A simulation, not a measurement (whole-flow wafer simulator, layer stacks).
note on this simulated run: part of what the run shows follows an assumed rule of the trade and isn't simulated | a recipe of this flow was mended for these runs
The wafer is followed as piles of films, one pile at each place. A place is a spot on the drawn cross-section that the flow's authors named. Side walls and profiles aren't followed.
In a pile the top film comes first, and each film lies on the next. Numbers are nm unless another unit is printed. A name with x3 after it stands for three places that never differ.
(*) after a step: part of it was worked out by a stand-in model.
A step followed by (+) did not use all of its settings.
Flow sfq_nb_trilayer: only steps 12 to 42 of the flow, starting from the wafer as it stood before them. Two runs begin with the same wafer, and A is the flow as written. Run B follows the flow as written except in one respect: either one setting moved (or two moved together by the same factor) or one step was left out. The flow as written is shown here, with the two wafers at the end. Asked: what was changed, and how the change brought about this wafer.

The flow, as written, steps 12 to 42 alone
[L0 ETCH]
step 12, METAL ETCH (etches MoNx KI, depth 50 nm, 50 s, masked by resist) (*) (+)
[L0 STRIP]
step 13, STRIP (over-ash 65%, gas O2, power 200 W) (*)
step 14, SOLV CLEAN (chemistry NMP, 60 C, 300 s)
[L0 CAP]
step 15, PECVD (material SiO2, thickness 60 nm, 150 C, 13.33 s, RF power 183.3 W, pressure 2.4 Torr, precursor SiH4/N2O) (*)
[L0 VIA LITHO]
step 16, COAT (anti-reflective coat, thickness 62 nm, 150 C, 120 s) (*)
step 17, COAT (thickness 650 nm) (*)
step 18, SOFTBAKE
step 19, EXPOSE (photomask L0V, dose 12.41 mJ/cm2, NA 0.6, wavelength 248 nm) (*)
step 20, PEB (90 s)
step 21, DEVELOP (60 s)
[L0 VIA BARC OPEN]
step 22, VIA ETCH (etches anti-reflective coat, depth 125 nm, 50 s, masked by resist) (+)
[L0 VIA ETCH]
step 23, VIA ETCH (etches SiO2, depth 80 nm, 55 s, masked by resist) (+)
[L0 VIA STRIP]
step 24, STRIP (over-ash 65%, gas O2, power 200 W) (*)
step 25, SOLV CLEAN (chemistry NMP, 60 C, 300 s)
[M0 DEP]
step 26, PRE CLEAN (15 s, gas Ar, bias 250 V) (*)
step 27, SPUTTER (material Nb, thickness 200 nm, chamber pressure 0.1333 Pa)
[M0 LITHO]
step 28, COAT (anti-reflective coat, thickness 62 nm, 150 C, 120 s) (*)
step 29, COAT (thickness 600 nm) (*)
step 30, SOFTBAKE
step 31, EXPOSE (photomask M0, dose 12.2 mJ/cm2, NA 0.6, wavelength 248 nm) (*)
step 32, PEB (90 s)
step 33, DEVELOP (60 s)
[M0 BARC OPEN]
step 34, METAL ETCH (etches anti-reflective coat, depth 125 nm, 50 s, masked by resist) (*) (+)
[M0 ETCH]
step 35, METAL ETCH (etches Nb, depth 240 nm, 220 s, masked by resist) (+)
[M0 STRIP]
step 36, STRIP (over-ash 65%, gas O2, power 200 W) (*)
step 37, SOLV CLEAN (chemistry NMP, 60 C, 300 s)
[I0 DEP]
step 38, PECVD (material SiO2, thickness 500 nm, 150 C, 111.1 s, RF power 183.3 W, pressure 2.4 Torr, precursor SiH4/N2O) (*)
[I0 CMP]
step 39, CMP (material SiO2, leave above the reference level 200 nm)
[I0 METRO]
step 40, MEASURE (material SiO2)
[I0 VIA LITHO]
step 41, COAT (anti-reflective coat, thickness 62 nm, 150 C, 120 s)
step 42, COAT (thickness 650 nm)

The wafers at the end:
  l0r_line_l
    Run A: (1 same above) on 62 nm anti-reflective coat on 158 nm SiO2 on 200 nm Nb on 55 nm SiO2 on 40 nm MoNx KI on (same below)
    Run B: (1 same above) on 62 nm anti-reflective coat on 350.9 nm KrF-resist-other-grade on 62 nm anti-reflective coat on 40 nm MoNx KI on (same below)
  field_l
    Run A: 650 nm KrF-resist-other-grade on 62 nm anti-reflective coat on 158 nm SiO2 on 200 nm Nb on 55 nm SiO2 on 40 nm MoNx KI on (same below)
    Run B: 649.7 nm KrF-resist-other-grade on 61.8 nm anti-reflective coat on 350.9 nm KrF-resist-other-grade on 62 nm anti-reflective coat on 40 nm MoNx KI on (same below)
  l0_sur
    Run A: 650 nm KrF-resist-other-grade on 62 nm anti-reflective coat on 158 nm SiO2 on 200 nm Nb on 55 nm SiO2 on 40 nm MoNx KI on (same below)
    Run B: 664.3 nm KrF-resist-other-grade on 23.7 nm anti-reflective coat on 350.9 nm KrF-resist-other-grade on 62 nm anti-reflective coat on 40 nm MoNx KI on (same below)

Cause: step 13, STRIP: over-ash 65%, gas O2, power 200 W (*), was not run.

The path from the change to this, step by step:
  step 16, COAT (anti-reflective coat, thickness 62 nm, 150 C, 120 s) (*)
      jj_sur, ce_l, c5j, ce_r, sp_r, be_r, r_sur: A +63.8 anti-reflective coat (new film) | B +84.7 anti-reflective coat (new film)
      gap, res: A +63.8 anti-reflective coat (new film) | B +84.5 anti-reflective coat (new film)
      (also at 24 further places)
  step 17, COAT (thickness 650 nm) (*)
      be, moat: A +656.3 KrF-resist-other-grade (new film) | B +756.2 KrF-resist-other-grade (new film)
      c5j, be_r: A +656 KrF-resist-other-grade (new film) | B +753.8 KrF-resist-other-grade (new film)
      (also at 29 further places)
  step 20, PEB (90 s)
      via_wl: A -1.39 KrF-resist-other-grade | B -1.94 KrF-resist-other-grade
      via_w: A -1.4 KrF-resist-other-grade | B -1.95 KrF-resist-other-grade
      (also at 2 further places)
  step 21, DEVELOP (60 s)
      l0v: A -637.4 KrF-resist-other-grade (all of it) | B -550.1 KrF-resist-other-grade (all of it)
  step 22, VIA ETCH (etches anti-reflective coat, depth 125 nm, 50 s, masked by resist) (+)
      l0v: A -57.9 anti-reflective coat (all of it), -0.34 SiO2 | B -42.1 anti-reflective coat (all of it), -0.41 SiO2
  step 23, VIA ETCH (etches SiO2, depth 80 nm, 55 s, masked by resist) (+)
      l0v: A -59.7 SiO2 (all of it), -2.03 MoNx KI | B -59.6 SiO2 (all of it), -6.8 KrF-resist-other-grade
  step 24, STRIP (over-ash 65%, gas O2, power 200 W) (*)
      l0v: A nothing | B -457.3 KrF-resist-other-grade (all of it), -62 anti-reflective coat (all of it)
      c5j, be_r: A -547.9 KrF-resist-other-grade (all of it), -63.8 anti-reflective coat (all of it) | B -645.4 KrF-resist-other-grade (all of it), -84.7 anti-reflective coat (all of it)
      (also at 30 further places)
  step 27, SPUTTER (material Nb, thickness 200 nm, chamber pressure 0.1333 Pa)
      v_sur: A +200 Nb (new film) | B +128.2 Nb (new film)
      via_wl: A +200 Nb (new film) | B +162.1 Nb (new film)
      (also at 4 further places)
  step 28, COAT (anti-reflective coat, thickness 62 nm, 150 C, 120 s) (*)
      ce_l, c5j, ce_r, be_r: A +63.7 anti-reflective coat (new film) | B +83.9 anti-reflective coat (new film)
      jj_sur, sp_r, r_sur: A +63.7 anti-reflective coat (new film) | B +83.8 anti-reflective coat (new film)
      (also at 26 further places)
  step 29, COAT (thickness 600 nm) (*)
      sp_r, be_r, r_sur: A +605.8 KrF-resist-other-grade (new film) | B +700.3 KrF-resist-other-grade (new film)
      ce_l, res: A +605.9 KrF-resist-other-grade (new film) | B +700.8 KrF-resist-other-grade (new film)
      (also at 28 further places)
  step 32, PEB (90 s)
      via_wl: A -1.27 KrF-resist-other-grade | B -1.82 KrF-resist-other-grade
      via_w: A -1.27 KrF-resist-other-grade | B -1.83 KrF-resist-other-grade
      (also at 3 further places)
  step 33, DEVELOP (60 s)
      moat: A -604.7 KrF-resist-other-grade (all of it) | B -700.1 KrF-resist-other-grade (all of it)
  step 34, METAL ETCH (etches anti-reflective coat, depth 125 nm, 50 s, masked by resist) (*) (+)
      moat: A -63.8 anti-reflective coat (all of it) | B -84.2 anti-reflective coat (all of it)
  step 36, STRIP (over-ash 65%, gas O2, power 200 W) (*)
      sp_r, r_sur: A -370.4 KrF-resist-other-grade (all of it), -63.7 anti-reflective coat (all of it) | B -464.7 KrF-resist-other-grade (all of it), -83.8 anti-reflective coat (all of it)
      field_l: A -357.4 KrF-resist-other-grade (all of it), -50.5 anti-reflective coat (all of it) | B -241.6 KrF-resist-other-grade (all of it), -28.7 anti-reflective coat (all of it)
      (also at 29 further places)
  step 38, PECVD (material SiO2, thickness 500 nm, 150 C, 111.1 s, RF power 183.3 W, pressure 2.4 Torr, precursor SiH4/N2O) (*)
      l0v: A +500 SiO2 (new film) | B +222.9 SiO2 (new film), +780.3 void (new film), +181.4 SiO2 (new film)
      moat: A +561.1 SiO2 | B +494.6 SiO2
      (also at 1 further place)
  step 39, CMP (material SiO2, leave above the reference level 200 nm)
      field_l, l0_sur, l0r_line_l, l0r_line_c, l0r_line_r: A -342 SiO2 | B -500 SiO2 (all of it), -200 Nb (all of it), -55 SiO2 (all of it), -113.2 KrF-resist-other-grade
      l0v: A -277.4 SiO2 | B -222.9 SiO2 (all of it), -780.3 void (all of it)
      (also at 7 further places)
  ... and 1 more step ...
  step 42, COAT (thickness 650 nm)
      ln_m6: A +650 KrF-resist-other-grade (new film) | B +636.9 KrF-resist-other-grade (new film)
      l0_sur: A +650 KrF-resist-other-grade (new film) | B +664.3 KrF-resist-other-grade (new film)
      (also at 1 further place)
With metal films that touch counted as one body, l0r_line_l has 1 body; the flow as written gives 2 bodies (between them, from the top down: SiO2 55).
With metal films that touch counted as one body, field_l has 1 body; the flow as written gives 2 bodies (between them, from the top down: SiO2 55).
With metal films that touch counted as one body, l0_sur has 1 body; the flow as written gives 2 bodies (between them, from the top down: SiO2 55).
